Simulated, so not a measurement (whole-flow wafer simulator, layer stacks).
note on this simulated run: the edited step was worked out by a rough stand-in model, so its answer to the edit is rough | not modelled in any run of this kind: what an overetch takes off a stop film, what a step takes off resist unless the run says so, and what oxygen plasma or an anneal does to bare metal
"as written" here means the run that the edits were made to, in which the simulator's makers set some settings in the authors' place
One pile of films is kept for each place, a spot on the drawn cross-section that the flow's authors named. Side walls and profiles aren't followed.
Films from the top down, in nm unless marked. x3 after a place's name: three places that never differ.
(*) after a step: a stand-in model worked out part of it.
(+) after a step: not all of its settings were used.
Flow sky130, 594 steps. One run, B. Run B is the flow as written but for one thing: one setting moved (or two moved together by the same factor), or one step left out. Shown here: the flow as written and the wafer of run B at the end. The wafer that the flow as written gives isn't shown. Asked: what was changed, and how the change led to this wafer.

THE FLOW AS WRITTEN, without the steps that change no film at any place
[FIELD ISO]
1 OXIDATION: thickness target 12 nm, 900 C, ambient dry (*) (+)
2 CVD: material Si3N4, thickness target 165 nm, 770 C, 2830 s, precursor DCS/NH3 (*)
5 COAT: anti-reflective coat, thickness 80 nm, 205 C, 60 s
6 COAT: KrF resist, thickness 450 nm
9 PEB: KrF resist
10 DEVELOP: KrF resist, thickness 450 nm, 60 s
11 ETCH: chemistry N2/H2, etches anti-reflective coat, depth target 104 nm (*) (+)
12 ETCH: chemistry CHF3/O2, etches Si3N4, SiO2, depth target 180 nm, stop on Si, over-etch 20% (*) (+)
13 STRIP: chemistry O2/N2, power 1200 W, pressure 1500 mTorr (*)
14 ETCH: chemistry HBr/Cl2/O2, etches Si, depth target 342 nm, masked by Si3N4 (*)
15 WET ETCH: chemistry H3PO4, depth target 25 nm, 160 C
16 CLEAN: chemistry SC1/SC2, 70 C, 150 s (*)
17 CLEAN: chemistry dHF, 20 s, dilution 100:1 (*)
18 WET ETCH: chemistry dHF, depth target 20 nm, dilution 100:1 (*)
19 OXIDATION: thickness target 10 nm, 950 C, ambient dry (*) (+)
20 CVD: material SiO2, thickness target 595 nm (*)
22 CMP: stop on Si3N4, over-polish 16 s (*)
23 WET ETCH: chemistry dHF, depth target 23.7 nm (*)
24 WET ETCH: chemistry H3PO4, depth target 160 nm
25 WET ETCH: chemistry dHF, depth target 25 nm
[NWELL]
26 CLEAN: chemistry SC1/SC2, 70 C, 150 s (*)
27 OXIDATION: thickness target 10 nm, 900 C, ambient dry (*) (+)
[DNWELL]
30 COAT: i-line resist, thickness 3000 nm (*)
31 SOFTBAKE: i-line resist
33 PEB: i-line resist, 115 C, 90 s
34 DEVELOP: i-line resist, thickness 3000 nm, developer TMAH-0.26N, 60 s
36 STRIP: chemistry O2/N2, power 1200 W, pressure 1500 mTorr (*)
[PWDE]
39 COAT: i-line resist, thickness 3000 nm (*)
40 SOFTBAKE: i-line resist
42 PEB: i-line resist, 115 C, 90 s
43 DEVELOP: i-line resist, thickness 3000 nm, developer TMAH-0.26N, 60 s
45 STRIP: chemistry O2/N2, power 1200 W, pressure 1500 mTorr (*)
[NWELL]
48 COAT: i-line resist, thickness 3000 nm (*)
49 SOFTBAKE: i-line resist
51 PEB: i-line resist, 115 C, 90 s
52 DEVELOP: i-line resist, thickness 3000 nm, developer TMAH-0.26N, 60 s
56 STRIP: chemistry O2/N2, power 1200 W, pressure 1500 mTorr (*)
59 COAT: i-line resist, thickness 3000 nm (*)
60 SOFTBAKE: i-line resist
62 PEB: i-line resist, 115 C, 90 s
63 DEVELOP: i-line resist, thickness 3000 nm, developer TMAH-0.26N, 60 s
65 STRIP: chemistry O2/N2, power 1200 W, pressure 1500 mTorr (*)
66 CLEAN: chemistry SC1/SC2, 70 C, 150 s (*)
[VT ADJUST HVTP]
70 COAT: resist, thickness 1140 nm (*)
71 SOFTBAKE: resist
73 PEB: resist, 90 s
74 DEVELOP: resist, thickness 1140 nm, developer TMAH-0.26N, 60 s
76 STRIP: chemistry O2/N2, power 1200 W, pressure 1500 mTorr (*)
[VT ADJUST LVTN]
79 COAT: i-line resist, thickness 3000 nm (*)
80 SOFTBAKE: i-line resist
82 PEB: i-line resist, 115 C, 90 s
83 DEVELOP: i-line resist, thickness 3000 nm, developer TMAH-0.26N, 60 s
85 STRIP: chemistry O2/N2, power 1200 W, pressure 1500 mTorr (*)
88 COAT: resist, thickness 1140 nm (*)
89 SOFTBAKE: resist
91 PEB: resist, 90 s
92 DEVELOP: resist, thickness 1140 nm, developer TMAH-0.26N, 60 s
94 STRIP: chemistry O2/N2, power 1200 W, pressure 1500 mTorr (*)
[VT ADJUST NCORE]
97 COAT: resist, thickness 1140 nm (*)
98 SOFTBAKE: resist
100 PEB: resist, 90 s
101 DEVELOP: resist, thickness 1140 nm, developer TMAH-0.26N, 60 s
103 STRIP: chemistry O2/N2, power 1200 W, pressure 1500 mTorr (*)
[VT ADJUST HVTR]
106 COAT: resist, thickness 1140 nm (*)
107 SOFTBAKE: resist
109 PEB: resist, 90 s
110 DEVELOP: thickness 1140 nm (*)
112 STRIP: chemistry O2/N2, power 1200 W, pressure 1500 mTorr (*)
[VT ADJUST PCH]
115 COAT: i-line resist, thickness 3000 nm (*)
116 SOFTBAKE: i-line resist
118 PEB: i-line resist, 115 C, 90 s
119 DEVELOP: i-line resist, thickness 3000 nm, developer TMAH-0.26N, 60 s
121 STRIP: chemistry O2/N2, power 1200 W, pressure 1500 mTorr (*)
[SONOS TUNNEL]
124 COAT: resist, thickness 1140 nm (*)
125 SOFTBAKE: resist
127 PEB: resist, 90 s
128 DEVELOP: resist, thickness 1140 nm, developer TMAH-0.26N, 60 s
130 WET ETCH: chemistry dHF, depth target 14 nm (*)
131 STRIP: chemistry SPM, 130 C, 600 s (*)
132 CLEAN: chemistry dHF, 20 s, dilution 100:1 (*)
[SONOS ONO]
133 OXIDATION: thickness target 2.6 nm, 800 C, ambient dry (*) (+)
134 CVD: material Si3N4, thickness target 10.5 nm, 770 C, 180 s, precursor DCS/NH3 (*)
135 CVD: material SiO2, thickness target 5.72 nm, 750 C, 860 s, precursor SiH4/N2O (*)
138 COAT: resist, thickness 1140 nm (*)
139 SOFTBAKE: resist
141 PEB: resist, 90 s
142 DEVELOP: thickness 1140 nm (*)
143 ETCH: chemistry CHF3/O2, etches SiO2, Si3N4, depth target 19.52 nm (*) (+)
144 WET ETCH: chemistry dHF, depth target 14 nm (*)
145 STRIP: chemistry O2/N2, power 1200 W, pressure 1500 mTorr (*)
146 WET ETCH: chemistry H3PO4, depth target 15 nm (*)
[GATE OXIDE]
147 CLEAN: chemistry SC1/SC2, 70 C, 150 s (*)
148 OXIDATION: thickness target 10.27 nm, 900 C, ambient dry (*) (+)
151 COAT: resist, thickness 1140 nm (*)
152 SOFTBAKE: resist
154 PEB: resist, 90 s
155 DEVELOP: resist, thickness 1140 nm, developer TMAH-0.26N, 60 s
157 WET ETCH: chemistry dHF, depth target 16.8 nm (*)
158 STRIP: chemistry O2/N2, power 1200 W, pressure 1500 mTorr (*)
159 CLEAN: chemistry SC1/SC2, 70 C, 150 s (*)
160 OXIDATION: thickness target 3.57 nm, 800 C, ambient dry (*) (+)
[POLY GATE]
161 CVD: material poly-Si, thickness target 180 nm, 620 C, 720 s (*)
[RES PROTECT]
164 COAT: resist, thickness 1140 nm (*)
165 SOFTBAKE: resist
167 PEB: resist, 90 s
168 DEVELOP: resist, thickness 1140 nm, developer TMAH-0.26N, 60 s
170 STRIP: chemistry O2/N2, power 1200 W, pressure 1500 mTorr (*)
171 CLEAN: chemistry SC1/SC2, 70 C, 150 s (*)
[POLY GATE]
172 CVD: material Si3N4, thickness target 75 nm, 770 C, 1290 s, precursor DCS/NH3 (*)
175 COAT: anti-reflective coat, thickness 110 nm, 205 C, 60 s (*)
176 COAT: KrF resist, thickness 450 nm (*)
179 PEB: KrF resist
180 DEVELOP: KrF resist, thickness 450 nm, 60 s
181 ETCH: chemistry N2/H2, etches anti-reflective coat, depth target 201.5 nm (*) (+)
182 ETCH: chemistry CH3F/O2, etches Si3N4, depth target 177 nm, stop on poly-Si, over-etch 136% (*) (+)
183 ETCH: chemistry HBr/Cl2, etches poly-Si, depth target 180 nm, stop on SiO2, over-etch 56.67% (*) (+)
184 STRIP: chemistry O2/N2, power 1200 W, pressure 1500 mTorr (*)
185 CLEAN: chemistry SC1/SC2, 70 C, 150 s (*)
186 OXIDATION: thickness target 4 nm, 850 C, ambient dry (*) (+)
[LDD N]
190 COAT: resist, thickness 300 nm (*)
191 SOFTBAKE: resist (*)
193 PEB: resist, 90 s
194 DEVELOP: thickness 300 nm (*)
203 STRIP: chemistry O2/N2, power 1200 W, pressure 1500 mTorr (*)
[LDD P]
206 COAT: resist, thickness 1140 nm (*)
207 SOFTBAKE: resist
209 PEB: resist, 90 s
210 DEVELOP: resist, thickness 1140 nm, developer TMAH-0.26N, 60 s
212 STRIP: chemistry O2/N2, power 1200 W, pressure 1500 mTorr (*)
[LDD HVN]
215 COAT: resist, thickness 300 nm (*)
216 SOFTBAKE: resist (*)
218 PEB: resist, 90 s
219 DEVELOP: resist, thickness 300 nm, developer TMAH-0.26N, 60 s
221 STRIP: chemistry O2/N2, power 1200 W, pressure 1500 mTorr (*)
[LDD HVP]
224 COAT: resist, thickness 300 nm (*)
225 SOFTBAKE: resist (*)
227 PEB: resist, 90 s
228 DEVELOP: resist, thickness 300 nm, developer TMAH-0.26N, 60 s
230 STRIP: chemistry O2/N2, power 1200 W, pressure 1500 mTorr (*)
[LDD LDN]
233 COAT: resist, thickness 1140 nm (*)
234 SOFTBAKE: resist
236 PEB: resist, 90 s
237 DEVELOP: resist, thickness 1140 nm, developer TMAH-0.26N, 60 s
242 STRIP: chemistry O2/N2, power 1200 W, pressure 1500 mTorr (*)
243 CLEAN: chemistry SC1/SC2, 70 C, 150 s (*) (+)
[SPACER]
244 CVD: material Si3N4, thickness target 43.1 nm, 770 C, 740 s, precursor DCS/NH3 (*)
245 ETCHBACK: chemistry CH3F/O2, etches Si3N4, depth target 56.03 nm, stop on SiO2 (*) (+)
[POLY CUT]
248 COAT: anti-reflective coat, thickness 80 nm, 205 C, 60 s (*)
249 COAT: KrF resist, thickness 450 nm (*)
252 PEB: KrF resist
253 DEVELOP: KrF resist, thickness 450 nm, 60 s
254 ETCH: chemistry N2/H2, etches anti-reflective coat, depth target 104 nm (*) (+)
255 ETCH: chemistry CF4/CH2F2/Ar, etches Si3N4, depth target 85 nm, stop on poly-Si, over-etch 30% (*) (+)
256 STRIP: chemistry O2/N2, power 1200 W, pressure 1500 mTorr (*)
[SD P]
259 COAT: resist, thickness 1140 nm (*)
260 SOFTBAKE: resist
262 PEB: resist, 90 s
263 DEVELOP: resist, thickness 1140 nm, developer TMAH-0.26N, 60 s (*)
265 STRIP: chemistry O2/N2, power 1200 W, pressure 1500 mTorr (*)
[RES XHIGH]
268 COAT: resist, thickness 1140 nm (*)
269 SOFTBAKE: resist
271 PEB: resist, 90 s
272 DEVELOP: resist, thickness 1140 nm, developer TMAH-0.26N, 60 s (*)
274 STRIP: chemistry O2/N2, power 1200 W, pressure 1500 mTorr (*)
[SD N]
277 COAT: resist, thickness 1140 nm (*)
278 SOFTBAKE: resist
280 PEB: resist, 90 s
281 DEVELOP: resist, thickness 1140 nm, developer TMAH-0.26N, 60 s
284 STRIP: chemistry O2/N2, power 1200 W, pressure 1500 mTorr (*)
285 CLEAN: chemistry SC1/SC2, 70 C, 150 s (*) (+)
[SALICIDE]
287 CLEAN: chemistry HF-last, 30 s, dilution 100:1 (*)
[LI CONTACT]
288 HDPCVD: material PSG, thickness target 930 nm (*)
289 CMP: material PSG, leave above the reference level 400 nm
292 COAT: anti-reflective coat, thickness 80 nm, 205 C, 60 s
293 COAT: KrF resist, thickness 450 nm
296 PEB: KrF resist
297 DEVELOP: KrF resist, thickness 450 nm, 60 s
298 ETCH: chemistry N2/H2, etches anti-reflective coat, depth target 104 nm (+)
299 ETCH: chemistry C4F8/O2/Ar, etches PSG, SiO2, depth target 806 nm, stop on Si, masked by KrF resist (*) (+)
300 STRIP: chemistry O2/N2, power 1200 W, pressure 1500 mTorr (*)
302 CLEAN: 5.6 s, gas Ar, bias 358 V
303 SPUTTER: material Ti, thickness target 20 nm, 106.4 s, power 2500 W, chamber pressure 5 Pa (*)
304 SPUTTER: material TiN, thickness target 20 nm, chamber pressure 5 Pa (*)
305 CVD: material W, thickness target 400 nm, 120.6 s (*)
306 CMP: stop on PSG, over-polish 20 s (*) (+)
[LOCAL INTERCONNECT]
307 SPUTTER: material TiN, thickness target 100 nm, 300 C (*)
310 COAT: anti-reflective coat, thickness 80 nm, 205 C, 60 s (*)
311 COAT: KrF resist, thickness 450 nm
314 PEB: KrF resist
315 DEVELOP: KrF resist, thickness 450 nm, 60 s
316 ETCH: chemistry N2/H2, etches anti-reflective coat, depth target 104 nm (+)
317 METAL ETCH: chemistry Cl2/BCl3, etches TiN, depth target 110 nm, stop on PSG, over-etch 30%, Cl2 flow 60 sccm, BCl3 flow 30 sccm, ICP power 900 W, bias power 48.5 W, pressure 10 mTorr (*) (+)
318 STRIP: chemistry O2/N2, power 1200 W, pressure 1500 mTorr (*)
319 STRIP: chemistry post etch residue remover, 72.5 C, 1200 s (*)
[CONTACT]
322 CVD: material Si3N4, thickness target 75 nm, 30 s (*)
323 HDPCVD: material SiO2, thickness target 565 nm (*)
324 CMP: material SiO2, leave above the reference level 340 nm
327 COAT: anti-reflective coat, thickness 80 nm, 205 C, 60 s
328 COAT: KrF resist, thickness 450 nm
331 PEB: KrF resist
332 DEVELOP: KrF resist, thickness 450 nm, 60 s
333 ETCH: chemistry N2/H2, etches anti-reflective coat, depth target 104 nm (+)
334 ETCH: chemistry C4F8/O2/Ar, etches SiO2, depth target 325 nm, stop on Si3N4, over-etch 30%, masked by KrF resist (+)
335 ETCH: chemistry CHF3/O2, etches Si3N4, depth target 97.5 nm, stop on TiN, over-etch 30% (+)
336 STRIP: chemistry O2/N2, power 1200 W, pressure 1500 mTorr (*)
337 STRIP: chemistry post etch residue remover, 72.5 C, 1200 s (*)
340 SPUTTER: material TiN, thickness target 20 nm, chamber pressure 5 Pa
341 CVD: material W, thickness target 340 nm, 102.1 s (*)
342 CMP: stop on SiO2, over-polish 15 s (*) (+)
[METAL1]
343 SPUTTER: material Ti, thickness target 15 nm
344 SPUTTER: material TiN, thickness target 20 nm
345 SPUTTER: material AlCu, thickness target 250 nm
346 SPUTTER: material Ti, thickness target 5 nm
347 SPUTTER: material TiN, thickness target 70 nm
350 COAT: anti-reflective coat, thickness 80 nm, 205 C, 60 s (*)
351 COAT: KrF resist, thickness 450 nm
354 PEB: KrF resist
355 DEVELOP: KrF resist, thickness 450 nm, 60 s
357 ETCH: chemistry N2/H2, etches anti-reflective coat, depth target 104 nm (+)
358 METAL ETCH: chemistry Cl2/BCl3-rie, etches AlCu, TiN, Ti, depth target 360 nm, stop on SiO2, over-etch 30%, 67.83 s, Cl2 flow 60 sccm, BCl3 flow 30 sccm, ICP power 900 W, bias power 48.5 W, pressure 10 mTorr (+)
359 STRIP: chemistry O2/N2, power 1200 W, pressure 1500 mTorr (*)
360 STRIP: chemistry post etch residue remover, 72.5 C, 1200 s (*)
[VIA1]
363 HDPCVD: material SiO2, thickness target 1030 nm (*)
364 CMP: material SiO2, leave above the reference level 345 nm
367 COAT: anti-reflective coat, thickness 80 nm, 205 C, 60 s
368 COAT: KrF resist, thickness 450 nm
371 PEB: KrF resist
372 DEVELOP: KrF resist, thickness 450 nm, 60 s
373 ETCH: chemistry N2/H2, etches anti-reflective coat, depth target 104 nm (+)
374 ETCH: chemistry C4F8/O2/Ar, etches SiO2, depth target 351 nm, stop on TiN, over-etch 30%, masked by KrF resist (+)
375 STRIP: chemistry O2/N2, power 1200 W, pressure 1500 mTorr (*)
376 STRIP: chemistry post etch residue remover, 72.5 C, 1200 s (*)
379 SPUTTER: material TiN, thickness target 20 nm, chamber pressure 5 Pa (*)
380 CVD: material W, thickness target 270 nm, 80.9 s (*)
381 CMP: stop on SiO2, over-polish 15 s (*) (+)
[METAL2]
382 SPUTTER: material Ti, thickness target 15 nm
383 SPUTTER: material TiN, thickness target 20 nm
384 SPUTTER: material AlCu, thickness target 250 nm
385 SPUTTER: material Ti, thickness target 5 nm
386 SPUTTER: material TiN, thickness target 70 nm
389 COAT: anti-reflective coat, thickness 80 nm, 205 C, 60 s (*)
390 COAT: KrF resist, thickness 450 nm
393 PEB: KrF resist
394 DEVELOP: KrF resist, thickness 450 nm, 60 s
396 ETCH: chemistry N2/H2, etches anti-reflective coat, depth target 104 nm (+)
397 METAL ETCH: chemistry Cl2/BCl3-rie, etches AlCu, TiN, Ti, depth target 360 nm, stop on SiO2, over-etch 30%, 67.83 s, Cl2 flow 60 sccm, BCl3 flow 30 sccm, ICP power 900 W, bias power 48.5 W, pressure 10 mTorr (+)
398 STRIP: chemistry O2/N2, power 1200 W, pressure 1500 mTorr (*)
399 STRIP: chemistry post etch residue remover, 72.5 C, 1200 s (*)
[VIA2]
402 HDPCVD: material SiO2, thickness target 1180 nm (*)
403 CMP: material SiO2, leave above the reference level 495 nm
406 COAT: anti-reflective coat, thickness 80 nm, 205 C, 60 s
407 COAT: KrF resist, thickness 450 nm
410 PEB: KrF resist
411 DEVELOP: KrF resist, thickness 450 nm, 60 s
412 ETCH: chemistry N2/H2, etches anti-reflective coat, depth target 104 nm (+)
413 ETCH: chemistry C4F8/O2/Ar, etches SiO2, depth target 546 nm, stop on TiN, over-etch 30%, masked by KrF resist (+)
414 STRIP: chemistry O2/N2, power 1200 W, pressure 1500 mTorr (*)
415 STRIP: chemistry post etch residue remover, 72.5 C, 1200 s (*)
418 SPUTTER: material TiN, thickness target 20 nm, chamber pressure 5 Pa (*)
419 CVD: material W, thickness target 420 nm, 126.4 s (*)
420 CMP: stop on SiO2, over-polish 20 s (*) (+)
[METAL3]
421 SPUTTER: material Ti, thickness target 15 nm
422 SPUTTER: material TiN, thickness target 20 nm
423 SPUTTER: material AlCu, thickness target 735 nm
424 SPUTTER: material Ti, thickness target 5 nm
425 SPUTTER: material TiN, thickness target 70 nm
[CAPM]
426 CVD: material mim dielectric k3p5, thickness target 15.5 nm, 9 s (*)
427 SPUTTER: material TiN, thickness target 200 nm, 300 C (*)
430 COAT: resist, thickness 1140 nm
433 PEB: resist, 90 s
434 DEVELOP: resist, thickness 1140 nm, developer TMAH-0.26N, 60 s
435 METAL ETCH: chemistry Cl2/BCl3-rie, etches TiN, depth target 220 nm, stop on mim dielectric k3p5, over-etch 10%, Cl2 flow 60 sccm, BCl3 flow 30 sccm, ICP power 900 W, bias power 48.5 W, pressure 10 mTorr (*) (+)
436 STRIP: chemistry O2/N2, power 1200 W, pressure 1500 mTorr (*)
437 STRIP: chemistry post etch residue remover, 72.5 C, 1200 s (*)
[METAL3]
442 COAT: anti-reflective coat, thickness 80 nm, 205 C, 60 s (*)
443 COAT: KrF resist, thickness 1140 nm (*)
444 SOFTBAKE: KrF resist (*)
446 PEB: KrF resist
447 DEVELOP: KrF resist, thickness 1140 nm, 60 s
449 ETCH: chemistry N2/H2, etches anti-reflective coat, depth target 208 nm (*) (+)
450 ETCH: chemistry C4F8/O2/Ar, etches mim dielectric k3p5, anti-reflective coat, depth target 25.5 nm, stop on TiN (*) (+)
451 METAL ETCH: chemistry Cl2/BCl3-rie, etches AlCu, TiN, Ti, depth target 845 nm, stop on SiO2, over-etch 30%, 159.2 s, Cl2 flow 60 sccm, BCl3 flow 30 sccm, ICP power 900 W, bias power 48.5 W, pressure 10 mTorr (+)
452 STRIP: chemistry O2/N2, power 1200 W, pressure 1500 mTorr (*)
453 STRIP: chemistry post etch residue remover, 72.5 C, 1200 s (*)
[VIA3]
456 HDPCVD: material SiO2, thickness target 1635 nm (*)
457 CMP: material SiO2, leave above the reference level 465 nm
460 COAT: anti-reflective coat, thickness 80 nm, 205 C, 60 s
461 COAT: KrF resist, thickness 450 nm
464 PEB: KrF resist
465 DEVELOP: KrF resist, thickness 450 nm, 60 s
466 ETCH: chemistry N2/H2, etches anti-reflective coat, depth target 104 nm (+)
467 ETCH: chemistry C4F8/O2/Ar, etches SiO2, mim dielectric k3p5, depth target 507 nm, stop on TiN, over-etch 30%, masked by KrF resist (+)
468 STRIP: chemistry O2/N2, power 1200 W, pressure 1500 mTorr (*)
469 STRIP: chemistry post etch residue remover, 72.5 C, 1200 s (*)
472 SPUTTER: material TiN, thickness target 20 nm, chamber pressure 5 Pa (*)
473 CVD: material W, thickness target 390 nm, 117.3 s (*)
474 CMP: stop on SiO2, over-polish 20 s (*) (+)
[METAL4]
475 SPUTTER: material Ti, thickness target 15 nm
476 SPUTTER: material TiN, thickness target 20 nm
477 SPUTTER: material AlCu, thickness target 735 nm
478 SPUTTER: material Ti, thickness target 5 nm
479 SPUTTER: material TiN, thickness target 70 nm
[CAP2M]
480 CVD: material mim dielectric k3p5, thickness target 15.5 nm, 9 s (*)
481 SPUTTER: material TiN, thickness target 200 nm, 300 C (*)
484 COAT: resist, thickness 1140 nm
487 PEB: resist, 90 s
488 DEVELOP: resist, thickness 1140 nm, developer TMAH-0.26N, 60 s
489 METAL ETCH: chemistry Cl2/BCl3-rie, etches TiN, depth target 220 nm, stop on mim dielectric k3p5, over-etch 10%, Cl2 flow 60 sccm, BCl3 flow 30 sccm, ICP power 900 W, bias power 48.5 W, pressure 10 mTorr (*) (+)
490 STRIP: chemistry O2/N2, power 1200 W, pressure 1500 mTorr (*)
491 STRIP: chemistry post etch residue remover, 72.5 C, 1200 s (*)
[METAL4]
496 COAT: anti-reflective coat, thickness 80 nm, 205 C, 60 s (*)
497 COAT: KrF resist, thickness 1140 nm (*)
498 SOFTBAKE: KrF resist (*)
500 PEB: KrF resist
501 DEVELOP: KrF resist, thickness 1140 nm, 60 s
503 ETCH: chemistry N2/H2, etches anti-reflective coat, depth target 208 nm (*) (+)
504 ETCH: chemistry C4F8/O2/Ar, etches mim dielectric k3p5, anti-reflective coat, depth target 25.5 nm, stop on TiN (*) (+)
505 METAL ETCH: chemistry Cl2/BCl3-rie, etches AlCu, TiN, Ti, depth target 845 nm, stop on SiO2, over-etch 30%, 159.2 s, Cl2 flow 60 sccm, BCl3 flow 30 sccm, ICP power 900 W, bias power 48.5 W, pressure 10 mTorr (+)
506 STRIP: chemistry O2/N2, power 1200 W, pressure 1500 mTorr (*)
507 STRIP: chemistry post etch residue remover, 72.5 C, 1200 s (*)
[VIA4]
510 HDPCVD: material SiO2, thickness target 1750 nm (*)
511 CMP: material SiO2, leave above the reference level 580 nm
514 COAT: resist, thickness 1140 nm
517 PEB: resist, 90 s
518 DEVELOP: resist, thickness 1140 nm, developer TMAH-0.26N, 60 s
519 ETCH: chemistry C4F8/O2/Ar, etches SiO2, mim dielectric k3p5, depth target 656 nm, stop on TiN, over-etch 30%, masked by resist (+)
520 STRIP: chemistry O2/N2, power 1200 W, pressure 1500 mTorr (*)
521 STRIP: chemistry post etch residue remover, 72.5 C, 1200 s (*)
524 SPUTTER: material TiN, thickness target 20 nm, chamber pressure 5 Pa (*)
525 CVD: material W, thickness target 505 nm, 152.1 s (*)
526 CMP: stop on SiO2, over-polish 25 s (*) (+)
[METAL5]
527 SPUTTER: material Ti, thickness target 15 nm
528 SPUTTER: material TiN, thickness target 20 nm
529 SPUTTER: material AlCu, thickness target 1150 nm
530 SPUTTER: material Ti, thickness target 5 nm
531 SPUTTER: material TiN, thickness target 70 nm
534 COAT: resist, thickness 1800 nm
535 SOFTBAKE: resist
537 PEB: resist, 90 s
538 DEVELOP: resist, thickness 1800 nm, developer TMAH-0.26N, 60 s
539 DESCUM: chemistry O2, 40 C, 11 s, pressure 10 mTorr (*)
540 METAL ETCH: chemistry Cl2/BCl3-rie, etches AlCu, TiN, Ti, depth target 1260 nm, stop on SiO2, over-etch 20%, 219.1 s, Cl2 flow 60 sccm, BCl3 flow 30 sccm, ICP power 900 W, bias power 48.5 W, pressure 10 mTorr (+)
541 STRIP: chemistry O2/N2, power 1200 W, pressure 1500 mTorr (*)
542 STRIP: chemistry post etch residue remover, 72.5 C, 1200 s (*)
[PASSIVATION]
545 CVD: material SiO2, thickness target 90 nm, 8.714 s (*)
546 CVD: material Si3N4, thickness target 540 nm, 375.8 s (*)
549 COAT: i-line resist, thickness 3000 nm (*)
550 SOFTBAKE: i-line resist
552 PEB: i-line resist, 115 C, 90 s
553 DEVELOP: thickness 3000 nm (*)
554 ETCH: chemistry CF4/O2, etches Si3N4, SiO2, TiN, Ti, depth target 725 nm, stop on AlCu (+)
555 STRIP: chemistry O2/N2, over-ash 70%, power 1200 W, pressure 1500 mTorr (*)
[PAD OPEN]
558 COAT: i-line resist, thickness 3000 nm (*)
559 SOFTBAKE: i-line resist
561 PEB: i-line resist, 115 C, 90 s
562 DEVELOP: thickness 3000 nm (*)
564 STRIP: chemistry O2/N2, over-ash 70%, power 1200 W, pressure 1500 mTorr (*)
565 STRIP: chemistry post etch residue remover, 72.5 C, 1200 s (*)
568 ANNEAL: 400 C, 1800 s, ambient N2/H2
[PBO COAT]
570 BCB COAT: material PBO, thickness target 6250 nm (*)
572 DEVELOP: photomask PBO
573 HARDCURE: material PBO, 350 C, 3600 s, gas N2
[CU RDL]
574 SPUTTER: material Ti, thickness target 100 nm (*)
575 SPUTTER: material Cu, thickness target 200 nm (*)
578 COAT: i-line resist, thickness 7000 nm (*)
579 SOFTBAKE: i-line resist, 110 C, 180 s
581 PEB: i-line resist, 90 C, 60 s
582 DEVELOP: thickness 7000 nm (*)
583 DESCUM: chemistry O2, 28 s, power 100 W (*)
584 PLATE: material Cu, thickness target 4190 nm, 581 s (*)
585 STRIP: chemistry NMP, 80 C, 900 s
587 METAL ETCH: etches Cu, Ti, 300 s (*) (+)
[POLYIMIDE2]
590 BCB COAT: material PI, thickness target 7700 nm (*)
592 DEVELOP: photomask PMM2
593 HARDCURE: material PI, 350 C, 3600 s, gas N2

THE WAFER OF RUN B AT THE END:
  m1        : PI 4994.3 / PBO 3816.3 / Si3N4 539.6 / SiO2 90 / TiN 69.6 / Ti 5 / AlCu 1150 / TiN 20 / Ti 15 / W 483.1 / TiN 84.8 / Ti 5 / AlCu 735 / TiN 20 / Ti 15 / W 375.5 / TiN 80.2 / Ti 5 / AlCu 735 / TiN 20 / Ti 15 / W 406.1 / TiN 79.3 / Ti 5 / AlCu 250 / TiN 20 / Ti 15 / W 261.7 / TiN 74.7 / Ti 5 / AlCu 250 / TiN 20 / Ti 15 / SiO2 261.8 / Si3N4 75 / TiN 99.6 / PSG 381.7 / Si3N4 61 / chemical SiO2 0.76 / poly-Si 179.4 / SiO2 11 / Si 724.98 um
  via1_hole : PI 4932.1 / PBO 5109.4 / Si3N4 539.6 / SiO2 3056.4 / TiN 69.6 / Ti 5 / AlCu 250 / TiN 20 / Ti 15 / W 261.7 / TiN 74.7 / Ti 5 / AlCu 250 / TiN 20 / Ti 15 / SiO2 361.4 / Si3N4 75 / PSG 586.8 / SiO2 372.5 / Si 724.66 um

The cause: step 379, SPUTTER: thickness target 10 nm was run, where the flow has thickness target 20 nm.

How the change led to this, step by step:
  379 SPUTTER: material TiN, thickness target 20 nm, chamber pressure 5 Pa (*)
      field, active, n_well and 186 more: TiN +10 (new film) (as written it would be: TiN +20 (new film))
      m1: TiN +5.5 (as written it would be: TiN +11)
      (and at 1 more place)
  381 CMP: stop on SiO2, over-polish 15 s (*) (+)
      field, active, n_well and 186 more: W -270 (all of it), TiN -10 (all of it), SiO2 -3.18 (as written it would be: W -270 (all of it), TiN -20 (all of it), SiO2 -3.18)
      m1, via1_hole: W -283.6 (as written it would be: W -293.6)
